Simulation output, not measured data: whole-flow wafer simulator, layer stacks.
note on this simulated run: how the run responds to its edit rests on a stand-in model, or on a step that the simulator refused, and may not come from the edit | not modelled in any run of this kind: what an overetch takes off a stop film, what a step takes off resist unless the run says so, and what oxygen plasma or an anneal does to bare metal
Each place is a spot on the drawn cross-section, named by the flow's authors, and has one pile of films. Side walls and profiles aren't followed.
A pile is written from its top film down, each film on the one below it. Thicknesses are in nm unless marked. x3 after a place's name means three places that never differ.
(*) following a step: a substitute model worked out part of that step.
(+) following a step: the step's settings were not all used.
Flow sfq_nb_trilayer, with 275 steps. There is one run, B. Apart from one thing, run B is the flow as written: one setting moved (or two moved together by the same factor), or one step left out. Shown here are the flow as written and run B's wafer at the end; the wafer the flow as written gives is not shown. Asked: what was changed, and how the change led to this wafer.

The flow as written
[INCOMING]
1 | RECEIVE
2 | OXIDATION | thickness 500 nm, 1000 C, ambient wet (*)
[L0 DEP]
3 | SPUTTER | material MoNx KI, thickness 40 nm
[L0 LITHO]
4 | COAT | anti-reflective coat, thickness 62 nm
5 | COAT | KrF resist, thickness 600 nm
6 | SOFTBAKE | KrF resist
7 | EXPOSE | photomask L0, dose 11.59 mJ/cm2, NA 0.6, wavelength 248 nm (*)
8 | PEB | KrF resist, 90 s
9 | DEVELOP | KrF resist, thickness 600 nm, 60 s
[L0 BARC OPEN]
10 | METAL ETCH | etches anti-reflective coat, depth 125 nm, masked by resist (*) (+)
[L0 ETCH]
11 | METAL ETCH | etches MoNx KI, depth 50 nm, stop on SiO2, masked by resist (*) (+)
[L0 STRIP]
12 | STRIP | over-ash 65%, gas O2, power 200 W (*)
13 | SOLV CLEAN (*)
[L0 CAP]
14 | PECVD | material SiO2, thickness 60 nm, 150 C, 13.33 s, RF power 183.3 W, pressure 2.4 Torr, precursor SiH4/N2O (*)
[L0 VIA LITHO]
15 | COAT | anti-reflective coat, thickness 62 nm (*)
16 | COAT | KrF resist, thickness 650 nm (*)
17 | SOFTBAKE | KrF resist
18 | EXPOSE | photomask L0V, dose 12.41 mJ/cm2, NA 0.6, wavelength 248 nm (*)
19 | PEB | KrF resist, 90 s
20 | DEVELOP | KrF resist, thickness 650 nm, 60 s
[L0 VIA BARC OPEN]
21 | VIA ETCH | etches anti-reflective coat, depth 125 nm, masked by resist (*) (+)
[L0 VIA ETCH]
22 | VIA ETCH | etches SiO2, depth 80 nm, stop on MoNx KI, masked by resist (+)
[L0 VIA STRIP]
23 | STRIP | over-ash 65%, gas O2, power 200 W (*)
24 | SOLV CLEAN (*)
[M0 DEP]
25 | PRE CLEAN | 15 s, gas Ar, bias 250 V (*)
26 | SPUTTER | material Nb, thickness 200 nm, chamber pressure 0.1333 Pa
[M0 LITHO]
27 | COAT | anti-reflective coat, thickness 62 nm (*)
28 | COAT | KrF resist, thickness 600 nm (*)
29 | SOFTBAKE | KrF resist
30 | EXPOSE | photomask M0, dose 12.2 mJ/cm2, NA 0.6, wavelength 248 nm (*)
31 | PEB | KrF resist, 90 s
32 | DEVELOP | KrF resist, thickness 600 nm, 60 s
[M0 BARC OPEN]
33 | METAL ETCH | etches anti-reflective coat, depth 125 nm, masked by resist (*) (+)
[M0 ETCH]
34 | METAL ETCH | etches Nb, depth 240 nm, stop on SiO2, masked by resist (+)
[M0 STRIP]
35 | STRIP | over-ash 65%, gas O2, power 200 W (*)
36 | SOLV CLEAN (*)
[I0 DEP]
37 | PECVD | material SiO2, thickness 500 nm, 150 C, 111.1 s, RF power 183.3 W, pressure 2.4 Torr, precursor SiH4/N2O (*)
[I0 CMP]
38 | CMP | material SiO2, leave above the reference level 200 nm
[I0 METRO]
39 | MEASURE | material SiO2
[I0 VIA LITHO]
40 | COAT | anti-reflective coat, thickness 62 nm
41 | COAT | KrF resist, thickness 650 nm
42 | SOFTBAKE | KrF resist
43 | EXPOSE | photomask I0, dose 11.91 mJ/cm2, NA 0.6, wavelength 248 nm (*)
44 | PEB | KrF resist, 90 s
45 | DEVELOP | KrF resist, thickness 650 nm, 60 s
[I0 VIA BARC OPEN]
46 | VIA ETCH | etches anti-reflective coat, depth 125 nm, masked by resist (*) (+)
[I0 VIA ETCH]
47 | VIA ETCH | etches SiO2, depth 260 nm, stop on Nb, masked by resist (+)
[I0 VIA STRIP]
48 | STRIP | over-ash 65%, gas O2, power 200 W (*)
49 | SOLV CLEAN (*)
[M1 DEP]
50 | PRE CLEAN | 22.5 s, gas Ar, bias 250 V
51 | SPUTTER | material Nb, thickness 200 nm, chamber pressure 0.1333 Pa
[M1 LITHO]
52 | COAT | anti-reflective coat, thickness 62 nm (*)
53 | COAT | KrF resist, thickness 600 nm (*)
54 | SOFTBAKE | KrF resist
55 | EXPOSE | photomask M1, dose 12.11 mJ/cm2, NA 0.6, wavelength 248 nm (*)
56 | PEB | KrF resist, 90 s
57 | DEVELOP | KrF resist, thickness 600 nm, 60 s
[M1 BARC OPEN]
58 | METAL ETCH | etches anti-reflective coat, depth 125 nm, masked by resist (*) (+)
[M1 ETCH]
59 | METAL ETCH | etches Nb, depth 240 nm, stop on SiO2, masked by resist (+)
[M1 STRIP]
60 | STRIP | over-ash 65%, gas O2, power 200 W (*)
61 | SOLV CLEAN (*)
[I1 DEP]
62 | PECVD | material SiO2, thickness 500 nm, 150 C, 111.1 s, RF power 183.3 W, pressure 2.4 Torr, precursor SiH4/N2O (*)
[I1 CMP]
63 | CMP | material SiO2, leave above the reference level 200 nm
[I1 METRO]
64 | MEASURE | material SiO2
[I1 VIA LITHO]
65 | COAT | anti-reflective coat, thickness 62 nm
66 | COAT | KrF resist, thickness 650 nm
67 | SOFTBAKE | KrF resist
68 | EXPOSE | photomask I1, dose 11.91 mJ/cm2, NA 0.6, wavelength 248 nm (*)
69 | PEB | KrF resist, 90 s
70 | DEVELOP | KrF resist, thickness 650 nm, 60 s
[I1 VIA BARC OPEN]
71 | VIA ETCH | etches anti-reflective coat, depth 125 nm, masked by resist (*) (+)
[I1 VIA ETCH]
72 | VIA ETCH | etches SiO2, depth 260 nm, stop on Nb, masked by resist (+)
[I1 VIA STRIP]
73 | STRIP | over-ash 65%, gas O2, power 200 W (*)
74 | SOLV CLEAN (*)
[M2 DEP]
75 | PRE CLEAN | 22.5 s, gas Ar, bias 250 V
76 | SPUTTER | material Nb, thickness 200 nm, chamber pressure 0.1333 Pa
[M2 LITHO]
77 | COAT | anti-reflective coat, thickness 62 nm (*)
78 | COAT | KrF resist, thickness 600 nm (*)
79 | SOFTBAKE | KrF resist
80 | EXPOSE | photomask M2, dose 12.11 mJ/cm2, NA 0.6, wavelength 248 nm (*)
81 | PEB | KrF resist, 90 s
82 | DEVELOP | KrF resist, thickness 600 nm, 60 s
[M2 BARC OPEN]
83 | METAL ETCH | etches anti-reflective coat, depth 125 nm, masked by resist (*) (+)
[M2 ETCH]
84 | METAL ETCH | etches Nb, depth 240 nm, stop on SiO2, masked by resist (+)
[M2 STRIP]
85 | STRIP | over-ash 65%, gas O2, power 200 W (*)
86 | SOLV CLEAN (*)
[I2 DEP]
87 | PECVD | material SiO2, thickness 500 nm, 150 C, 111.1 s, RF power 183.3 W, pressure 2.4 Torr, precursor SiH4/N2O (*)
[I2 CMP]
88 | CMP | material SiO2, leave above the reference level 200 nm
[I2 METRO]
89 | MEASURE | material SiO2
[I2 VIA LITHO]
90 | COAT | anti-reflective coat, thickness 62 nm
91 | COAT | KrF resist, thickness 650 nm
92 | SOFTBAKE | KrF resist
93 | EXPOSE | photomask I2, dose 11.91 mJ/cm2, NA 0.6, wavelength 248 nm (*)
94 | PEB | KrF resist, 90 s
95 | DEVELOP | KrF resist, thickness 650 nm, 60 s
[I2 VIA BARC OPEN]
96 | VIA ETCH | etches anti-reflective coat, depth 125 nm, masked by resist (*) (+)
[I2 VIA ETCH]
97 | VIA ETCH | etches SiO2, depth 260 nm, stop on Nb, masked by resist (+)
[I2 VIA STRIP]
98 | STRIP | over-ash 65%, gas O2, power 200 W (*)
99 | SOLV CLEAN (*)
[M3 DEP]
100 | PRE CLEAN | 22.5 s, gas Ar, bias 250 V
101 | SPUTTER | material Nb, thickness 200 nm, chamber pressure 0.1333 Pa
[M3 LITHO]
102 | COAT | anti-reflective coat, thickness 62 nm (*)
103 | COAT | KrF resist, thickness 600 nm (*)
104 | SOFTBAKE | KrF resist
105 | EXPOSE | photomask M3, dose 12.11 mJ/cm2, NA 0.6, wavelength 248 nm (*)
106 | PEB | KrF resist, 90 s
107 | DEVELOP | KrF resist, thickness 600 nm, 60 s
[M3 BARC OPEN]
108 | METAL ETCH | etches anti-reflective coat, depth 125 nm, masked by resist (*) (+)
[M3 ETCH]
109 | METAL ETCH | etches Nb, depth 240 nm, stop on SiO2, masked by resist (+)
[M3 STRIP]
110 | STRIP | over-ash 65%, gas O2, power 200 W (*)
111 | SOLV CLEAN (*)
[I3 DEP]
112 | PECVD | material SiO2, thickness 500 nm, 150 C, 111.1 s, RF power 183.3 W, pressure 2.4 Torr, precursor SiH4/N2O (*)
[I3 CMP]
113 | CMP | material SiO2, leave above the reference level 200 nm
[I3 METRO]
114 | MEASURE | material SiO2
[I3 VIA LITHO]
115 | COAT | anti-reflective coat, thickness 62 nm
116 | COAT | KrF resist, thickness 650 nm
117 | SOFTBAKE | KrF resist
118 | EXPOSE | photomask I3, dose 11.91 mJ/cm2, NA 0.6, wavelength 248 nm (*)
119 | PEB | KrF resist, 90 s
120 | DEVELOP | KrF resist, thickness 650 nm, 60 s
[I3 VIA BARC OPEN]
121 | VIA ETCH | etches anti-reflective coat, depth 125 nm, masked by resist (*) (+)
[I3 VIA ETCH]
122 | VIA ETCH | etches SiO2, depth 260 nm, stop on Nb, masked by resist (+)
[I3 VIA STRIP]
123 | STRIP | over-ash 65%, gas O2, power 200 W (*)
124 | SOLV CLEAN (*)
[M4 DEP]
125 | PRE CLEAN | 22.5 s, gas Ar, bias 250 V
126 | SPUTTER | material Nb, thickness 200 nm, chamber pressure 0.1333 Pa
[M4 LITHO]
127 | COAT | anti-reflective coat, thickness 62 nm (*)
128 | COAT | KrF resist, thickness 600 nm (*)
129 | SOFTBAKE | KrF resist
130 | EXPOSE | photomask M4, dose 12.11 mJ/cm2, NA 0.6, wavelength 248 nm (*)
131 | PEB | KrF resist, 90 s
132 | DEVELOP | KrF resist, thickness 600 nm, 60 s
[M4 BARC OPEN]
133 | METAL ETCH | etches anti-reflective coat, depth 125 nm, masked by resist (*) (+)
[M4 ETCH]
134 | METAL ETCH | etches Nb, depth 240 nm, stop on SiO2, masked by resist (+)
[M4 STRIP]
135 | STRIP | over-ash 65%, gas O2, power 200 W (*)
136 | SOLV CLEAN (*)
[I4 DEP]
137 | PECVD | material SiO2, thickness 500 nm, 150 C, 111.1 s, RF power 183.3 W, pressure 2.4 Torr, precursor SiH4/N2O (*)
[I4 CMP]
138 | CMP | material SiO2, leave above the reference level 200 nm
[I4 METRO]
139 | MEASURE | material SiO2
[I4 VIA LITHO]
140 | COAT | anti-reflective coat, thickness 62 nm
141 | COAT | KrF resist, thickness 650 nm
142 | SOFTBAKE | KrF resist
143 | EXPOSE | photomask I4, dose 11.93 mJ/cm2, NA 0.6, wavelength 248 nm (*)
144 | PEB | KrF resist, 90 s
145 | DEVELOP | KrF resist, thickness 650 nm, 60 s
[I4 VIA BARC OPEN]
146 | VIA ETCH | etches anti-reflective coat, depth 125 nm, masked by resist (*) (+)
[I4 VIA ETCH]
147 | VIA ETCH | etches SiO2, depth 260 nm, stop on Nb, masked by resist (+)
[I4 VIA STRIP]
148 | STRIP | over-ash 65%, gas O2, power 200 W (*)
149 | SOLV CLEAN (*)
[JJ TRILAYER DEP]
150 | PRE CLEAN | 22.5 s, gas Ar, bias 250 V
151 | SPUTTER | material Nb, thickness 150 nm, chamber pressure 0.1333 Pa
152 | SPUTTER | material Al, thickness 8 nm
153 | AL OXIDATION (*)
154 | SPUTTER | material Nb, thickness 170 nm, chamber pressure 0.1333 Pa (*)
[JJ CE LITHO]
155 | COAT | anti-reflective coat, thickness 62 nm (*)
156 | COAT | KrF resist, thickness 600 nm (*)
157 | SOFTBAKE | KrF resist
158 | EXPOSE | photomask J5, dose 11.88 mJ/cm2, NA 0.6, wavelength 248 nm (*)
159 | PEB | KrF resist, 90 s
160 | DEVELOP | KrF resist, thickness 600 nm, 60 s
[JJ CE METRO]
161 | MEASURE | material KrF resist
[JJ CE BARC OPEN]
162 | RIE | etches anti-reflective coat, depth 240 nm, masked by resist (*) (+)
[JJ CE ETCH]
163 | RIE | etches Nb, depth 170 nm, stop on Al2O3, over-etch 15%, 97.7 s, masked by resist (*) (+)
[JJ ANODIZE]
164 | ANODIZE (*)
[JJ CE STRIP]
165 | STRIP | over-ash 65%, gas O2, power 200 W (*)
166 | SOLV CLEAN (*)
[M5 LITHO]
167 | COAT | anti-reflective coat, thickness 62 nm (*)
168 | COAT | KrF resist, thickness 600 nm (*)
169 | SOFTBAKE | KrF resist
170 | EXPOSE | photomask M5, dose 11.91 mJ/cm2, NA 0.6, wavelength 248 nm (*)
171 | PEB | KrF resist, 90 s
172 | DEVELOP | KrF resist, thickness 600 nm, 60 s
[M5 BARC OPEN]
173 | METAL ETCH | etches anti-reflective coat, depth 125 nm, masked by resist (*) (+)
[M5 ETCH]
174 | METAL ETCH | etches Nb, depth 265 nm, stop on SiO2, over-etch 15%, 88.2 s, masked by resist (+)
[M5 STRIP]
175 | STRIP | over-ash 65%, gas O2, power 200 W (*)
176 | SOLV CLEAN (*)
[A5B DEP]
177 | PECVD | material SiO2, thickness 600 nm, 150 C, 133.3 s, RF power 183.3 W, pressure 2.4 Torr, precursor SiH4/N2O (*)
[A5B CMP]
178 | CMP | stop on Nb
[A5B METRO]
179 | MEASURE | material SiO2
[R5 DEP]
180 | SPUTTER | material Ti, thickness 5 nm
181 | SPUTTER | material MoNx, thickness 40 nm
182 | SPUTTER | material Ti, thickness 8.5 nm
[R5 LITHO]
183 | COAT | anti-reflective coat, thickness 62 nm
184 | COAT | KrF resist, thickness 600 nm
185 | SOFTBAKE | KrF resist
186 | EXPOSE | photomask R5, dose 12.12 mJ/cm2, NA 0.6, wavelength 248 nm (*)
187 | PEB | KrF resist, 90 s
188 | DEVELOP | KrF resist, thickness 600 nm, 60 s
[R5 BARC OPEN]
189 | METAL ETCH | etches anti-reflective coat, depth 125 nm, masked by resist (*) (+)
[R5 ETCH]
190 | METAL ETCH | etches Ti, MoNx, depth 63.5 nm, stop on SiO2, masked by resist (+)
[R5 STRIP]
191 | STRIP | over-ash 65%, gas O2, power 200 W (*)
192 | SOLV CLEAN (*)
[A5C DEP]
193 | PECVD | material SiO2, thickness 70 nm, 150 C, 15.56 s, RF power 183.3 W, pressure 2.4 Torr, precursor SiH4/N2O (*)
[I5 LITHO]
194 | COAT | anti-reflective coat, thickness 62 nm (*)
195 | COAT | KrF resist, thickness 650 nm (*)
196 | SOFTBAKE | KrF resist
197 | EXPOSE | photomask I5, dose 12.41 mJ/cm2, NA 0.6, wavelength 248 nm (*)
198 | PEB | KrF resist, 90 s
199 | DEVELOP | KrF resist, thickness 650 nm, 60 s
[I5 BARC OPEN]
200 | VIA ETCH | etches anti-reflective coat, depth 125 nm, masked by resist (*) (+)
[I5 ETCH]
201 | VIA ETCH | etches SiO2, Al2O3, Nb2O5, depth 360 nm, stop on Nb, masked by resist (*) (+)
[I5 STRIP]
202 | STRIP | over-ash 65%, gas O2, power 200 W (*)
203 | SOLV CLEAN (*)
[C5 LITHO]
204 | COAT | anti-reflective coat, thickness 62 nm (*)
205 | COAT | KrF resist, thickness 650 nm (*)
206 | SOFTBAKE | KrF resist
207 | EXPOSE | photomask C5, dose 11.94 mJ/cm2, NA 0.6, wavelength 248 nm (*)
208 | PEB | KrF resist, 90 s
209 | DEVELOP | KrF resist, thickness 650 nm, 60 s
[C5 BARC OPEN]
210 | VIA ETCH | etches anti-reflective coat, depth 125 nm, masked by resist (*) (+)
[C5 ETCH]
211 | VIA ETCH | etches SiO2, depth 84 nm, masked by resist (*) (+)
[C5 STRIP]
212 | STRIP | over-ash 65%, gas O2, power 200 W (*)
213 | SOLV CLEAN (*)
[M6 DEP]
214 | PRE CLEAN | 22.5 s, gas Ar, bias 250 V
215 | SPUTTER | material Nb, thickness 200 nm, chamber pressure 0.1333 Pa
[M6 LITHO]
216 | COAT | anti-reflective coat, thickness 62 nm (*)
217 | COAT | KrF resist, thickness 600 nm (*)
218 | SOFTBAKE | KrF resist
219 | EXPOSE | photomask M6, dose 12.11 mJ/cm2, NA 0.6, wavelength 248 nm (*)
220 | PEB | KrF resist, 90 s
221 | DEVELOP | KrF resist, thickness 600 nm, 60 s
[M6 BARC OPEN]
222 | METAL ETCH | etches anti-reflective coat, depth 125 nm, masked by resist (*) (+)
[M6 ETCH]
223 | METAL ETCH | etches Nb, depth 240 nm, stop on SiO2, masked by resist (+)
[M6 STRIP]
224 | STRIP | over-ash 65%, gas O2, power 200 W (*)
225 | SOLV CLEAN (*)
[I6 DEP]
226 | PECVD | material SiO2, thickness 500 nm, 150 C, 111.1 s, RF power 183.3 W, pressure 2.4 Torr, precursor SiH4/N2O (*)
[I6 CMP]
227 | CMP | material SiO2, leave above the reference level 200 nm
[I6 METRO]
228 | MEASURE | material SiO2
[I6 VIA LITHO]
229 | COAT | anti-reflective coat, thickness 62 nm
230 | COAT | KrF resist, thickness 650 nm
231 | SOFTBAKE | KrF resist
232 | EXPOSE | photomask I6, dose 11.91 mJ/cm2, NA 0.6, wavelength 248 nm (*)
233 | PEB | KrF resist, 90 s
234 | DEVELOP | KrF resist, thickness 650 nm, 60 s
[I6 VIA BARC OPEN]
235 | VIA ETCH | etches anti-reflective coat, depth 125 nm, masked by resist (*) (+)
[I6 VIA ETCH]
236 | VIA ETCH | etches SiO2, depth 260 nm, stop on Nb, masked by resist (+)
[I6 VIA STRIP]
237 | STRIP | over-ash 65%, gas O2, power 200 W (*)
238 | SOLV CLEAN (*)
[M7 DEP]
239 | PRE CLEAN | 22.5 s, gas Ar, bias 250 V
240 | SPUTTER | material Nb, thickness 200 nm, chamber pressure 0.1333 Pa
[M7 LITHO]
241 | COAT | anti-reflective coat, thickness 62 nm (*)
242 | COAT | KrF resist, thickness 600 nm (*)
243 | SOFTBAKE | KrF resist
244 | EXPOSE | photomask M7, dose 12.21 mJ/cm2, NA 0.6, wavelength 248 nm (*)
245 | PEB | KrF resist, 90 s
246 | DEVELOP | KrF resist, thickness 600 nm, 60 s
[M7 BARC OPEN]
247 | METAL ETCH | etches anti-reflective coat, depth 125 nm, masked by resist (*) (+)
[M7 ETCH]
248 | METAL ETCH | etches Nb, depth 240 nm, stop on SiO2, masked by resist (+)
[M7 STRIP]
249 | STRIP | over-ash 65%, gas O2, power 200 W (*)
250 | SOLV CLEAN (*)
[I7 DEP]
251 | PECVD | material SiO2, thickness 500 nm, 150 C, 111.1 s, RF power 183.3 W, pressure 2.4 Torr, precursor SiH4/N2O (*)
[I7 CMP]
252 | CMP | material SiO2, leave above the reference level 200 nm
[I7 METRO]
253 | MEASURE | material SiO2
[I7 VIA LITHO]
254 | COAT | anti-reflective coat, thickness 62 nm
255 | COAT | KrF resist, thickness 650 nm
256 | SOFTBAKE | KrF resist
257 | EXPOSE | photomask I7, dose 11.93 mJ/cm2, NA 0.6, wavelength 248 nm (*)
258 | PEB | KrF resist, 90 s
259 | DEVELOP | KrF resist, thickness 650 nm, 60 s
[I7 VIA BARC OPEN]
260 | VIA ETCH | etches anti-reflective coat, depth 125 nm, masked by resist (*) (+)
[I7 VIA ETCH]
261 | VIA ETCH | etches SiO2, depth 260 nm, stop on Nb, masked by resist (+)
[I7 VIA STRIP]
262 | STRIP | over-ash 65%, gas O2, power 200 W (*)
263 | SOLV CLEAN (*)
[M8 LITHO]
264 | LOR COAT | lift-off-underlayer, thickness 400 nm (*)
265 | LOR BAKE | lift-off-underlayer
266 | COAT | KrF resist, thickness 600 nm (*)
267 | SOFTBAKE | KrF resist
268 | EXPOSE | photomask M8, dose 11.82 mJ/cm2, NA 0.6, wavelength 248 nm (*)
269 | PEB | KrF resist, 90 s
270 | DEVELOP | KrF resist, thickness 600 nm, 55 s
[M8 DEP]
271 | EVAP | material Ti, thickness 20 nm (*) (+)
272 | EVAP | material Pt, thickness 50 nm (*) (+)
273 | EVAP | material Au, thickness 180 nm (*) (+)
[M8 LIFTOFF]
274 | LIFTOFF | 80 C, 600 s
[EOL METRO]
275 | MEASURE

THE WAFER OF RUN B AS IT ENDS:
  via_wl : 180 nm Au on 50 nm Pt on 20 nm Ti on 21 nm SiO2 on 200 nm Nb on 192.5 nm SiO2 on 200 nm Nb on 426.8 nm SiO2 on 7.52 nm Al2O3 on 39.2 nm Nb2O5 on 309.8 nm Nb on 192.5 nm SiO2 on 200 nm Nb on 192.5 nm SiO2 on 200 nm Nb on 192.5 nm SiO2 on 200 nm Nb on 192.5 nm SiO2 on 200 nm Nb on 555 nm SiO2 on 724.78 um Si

Cause: step 261, VIA ETCH: depth 178.8 nm was run, though the flow has depth 260 nm.

Step by step, how the change led to this:
  261 | VIA ETCH | etches SiO2, depth 260 nm, stop on Nb, masked by resist (+)
      via_wl, via_w, via_wr: SiO2 loses 178.8 (it would be, as written: SiO2 loses 199.8 (all of it))
      field_l, v_sur, via_sp and 100 more: KrF resist loses 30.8 (it would be, as written: KrF resist loses 44.8)
  262 | STRIP | over-ash 65%, gas O2, power 200 W (*)
      field_l, v_sur, via_sp and 100 more: KrF resist loses 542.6 (all of it), anti-reflective coat loses 62 (all of it) (it would be, as written: KrF resist loses 528.6 (all of it), anti-reflective coat loses 62 (all of it))
  264 | LOR COAT | lift-off-underlayer, thickness 400 nm (*)
      via_wl, via_wr: lift-off-underlayer gains 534 (new film) (it would be, as written: lift-off-underlayer gains 549.8 (new film))
      via_w: lift-off-underlayer gains 522.1 (new film) (it would be, as written: lift-off-underlayer gains 536.4 (new film))
  270 | DEVELOP | KrF resist, thickness 600 nm, 55 s
      via_wl: KrF resist loses 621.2 (all of it), lift-off-underlayer loses 534 (all of it) (it would be, as written: KrF resist loses 623.9 (all of it), lift-off-underlayer loses 549.8 (all of it))
      via_w: KrF resist loses 631.6 (all of it), lift-off-underlayer loses 522.1 (all of it) (it would be, as written: KrF resist loses 635.4 (all of it), lift-off-underlayer loses 536.4 (all of it))
      (also at 1 further place)
If metal films that touch count as one body, via_wl has 8 bodies (between them, from the top down: SiO2 21; SiO2 192.5; SiO2 426.8 / Al2O3 7.52 / Nb2O5 39.2; SiO2 192.5; SiO2 192.5; SiO2 192.5; SiO2 192.5); the flow as written gives 7 bodies (between them, from the top down: SiO2 192.5; SiO2 426.8 / Al2O3 7.52 / Nb2O5 39.2; SiO2 192.5; SiO2 192.5; SiO2 192.5; SiO2 192.5).
